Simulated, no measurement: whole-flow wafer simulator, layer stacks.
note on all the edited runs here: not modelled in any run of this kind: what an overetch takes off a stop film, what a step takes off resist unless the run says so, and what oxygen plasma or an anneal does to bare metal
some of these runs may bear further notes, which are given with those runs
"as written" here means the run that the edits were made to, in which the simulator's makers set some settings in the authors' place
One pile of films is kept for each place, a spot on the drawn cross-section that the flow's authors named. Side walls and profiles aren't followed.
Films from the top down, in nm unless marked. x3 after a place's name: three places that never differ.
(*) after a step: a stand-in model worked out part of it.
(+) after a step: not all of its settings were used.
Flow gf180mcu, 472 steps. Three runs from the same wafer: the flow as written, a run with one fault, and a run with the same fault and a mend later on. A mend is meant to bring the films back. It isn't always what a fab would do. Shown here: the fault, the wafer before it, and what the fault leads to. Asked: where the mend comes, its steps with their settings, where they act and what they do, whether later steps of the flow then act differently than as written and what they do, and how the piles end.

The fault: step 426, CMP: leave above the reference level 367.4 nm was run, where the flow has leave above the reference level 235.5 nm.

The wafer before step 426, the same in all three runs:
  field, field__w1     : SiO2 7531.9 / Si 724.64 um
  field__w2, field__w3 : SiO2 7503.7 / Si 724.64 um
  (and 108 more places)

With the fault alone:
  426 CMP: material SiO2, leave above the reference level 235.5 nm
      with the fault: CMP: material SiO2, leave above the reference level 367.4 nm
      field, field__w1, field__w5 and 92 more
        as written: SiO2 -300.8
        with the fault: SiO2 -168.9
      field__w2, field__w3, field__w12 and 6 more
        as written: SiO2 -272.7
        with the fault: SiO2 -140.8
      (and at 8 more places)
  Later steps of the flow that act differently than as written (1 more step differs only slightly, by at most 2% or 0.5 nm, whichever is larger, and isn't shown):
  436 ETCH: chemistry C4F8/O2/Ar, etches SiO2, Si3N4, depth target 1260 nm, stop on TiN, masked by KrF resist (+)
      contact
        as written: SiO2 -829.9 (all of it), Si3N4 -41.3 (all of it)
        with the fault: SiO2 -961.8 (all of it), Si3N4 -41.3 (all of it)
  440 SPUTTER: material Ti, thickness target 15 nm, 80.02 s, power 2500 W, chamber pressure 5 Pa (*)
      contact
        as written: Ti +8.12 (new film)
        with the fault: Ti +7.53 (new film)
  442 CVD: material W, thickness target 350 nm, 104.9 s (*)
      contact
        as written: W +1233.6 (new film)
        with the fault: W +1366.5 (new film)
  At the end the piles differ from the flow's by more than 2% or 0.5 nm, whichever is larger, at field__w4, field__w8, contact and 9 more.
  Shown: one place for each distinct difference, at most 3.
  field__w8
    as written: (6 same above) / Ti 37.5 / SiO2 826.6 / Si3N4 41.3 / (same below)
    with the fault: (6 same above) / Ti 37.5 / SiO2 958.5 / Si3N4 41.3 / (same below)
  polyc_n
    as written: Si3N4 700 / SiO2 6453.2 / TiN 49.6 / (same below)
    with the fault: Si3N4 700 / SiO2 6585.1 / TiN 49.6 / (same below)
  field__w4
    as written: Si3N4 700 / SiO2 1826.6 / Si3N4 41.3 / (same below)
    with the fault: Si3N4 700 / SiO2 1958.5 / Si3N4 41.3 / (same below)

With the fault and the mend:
  The mend comes after step 434.
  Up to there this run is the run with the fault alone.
  434a STRIP: chemistry O2/N2, power 2160 W, pressure 1700 mTorr (*)
      field, field__w1, field__w2 and 108 more
        KrF resist -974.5 (all of it), anti-reflective coat -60 (all of it)
      contact
        anti-reflective coat -60 (all of it)
  434b CMP: material SiO2, leave above the reference level 235.5 nm (the flow's step 426 once more)
      field, field__w1, field__w2 and 109 more
        SiO2 -131.9
  434c HMDS: 120 C, 60 s (the flow's step 428 once more)
      changes no film at any place that is followed
  434d COAT: anti-reflective coat, thickness 60 nm, 182 C, 71 s (the flow's step 429 once more)
      field, field__w1, field__w2 and 109 more
        anti-reflective coat +60 (new film)
  434e COAT: KrF resist, thickness 1000 nm (the flow's step 430 once more)
      field, field__w1, field__w2 and 109 more
        KrF resist +1000 (new film)
  434f SOFTBAKE: KrF resist (the flow's step 431 once more)
      changes no film at any place that is followed
  434g EXPOSE: photomask Via5 (the flow's step 432 once more)
      changes no film at any place that is followed
  434h PEB: KrF resist, 135 C, 90 s (the flow's step 433 once more)
      field, field__w1, field__w2 and 109 more
        KrF resist -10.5
  434i DEVELOP: KrF resist, thickness 1000 nm, 60 s (the flow's step 434 once more)
      field, field__w1, field__w2 and 108 more
        KrF resist -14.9
      contact
        KrF resist -989.5 (all of it)
  No later step of the flow acts differently than as written at any place that is followed.
  At the end the piles are the same as the flow's at every place that both follow.
